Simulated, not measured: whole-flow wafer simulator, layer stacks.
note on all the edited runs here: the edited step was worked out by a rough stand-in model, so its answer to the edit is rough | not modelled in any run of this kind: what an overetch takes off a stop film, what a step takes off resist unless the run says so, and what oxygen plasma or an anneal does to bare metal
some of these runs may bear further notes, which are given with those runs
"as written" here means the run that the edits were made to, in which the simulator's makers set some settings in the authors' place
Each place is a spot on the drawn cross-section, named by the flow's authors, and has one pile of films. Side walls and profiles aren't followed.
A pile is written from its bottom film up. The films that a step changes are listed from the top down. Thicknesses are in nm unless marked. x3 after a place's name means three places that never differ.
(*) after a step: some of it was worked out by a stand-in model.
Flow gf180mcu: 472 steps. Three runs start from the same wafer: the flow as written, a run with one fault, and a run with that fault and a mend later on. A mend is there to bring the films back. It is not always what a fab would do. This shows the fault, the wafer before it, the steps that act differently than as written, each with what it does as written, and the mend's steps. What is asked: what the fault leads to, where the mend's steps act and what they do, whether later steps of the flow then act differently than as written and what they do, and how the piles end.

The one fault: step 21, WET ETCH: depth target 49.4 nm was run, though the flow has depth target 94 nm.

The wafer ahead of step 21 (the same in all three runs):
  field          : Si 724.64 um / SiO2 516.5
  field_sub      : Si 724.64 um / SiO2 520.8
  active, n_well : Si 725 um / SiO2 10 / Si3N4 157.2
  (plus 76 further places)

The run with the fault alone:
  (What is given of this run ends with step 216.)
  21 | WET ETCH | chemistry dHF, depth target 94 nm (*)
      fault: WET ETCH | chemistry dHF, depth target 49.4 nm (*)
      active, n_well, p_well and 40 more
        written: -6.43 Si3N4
        fault: -3.42 Si3N4
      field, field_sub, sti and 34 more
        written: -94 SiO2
        fault: -49.4 SiO2
  Steps further on in the flow that do not act as written (30 more steps, not shown, differ only slightly: by at most 2% or 0.5 nm, whichever is larger):
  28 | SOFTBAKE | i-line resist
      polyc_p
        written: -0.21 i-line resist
        fault: +0.37 i-line resist
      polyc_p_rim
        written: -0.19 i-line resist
        fault: +0.42 i-line resist
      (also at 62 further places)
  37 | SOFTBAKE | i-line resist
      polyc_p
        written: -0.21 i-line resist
        fault: +0.37 i-line resist
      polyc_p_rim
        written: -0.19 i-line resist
        fault: +0.42 i-line resist
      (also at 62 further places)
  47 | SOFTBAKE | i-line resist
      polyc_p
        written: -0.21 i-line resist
        fault: +0.37 i-line resist
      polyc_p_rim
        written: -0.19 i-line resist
        fault: +0.42 i-line resist
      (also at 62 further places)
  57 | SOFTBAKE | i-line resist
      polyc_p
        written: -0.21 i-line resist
        fault: +0.37 i-line resist
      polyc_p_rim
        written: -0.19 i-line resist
        fault: +0.42 i-line resist
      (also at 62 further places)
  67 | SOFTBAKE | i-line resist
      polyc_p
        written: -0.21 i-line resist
        fault: +0.37 i-line resist
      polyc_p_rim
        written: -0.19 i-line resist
        fault: +0.42 i-line resist
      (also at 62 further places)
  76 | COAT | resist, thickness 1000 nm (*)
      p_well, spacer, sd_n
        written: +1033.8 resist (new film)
        fault: +1077.3 resist (new film)
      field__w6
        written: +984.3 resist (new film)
        fault: +959 resist (new film)
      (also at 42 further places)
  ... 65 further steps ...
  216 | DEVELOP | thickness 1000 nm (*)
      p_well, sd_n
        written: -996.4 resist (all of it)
        fault: -1037.8 resist (all of it)
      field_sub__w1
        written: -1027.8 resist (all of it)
        fault: -1006.4 resist (all of it)
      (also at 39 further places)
  After step 216, at field, field__w1, field__w2 and 73 more, the piles differ from the flow's by more than 2% or 0.5 nm, whichever is larger.
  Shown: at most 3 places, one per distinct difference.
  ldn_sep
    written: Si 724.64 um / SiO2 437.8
    fault: Si 724.64 um / SiO2 482.2
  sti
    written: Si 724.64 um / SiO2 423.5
    fault: Si 724.64 um / SiO2 467.9
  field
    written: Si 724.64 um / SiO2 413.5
    fault: Si 724.64 um / SiO2 457.9

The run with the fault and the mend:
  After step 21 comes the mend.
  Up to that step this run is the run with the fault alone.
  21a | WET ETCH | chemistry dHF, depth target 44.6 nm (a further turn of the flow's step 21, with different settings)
      field, field_sub, sti and 34 more
        -44.6 SiO2
  None of the later steps of the flow differs from how it acts as written, at any place that is followed, by more than 2% or 0.5 nm, whichever is larger.
  At every place that both follow, the piles at the end match the flow's.
